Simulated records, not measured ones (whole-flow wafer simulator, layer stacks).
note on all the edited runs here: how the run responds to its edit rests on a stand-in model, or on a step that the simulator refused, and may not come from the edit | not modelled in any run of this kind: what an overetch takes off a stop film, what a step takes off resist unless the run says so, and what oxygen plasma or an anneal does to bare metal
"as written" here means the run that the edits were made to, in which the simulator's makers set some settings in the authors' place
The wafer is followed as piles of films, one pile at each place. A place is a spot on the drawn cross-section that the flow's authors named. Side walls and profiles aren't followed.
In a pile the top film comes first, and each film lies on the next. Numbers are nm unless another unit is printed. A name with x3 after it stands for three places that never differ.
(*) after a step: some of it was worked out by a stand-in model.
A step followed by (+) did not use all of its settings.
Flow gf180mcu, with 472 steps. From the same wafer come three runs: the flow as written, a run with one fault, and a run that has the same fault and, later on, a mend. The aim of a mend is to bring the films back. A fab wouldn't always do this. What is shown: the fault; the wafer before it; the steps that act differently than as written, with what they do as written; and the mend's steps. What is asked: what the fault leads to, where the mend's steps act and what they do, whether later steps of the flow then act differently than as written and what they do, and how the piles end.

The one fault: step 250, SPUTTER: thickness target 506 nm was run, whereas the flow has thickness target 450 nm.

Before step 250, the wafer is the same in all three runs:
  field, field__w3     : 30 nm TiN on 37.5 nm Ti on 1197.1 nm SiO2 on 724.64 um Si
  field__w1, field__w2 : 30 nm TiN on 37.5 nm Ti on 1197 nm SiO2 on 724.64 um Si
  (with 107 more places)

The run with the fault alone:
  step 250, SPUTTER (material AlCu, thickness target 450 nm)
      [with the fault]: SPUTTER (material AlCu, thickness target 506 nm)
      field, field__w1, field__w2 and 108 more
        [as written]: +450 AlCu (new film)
        [with the fault]: +506 AlCu (new film)
  Steps further on in the flow that do not act as written:
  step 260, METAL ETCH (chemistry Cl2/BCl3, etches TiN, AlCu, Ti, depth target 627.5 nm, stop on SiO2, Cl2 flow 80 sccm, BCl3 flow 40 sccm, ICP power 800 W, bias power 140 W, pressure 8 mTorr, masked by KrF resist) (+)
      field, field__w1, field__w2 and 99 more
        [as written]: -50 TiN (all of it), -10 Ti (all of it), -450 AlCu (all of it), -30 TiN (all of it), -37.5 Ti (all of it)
        [with the fault]: -50 TiN (all of it), -10 Ti (all of it), -506 AlCu (all of it), -30 TiN (all of it), -31.5 Ti
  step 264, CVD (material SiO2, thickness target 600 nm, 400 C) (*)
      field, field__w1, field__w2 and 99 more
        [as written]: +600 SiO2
        [with the fault]: +600 SiO2 (new film)
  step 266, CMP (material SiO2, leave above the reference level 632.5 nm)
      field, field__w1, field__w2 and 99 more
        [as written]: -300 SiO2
        [with the fault]: -250 SiO2
  The piles end different from the flow's at field, field__w1, field__w2 and 109 more by more than 2% or 0.5 nm, whichever is larger.
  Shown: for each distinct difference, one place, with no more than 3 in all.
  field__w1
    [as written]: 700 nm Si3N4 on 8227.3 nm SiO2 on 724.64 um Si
    [with the fault]: 700 nm Si3N4 on 7080.2 nm SiO2 on 6 nm Ti on 1197 nm SiO2 on 724.64 um Si
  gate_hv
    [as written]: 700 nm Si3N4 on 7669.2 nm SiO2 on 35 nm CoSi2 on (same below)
    [with the fault]: 700 nm Si3N4 on 7080.2 nm SiO2 on 6 nm Ti on 638.9 nm SiO2 on 35 nm CoSi2 on (same below)
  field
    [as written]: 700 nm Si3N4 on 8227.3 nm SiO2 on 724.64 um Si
    [with the fault]: 700 nm Si3N4 on 7080.2 nm SiO2 on 6 nm Ti on 1197.1 nm SiO2 on 724.64 um Si

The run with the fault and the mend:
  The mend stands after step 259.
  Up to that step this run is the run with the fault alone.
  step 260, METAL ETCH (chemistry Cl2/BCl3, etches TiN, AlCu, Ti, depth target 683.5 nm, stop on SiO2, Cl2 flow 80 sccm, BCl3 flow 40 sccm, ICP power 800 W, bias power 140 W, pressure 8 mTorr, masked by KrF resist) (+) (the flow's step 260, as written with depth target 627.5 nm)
      field, field__w1, field__w2 and 99 more
        -50 TiN (all of it), -10 Ti (all of it), -506 AlCu (all of it), -30 TiN (all of it), -37.5 Ti (all of it)
      field__w8, contact, m1 and 6 more
        -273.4 KrF resist
  Steps further on in the flow that do not act as written:
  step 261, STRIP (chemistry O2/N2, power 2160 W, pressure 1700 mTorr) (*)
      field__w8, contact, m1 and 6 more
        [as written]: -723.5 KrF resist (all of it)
        [with the mend]: -701.1 KrF resist (all of it)
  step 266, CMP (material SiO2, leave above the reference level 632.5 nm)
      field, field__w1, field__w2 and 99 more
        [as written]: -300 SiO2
        [with the mend]: -244 SiO2
  The piles end different from the flow's at field__w8, contact, m1 and 6 more by more than 2% or 0.5 nm, whichever is larger.
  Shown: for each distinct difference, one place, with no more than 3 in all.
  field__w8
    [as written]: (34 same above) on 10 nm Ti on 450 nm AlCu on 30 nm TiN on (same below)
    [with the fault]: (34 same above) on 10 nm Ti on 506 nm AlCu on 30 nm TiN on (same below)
    [with the mend]: (34 same above) on 10 nm Ti on 506 nm AlCu on 30 nm TiN on (same below)
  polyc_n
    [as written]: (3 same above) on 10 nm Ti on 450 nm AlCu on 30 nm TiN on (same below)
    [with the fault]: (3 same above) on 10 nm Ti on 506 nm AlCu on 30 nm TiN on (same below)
    [with the mend]: (3 same above) on 10 nm Ti on 506 nm AlCu on 30 nm TiN on (same below)
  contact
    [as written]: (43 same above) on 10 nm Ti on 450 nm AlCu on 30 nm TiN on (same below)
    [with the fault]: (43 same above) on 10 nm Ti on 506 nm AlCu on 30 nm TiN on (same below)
    [with the mend]: (43 same above) on 10 nm Ti on 506 nm AlCu on 30 nm TiN on (same below)
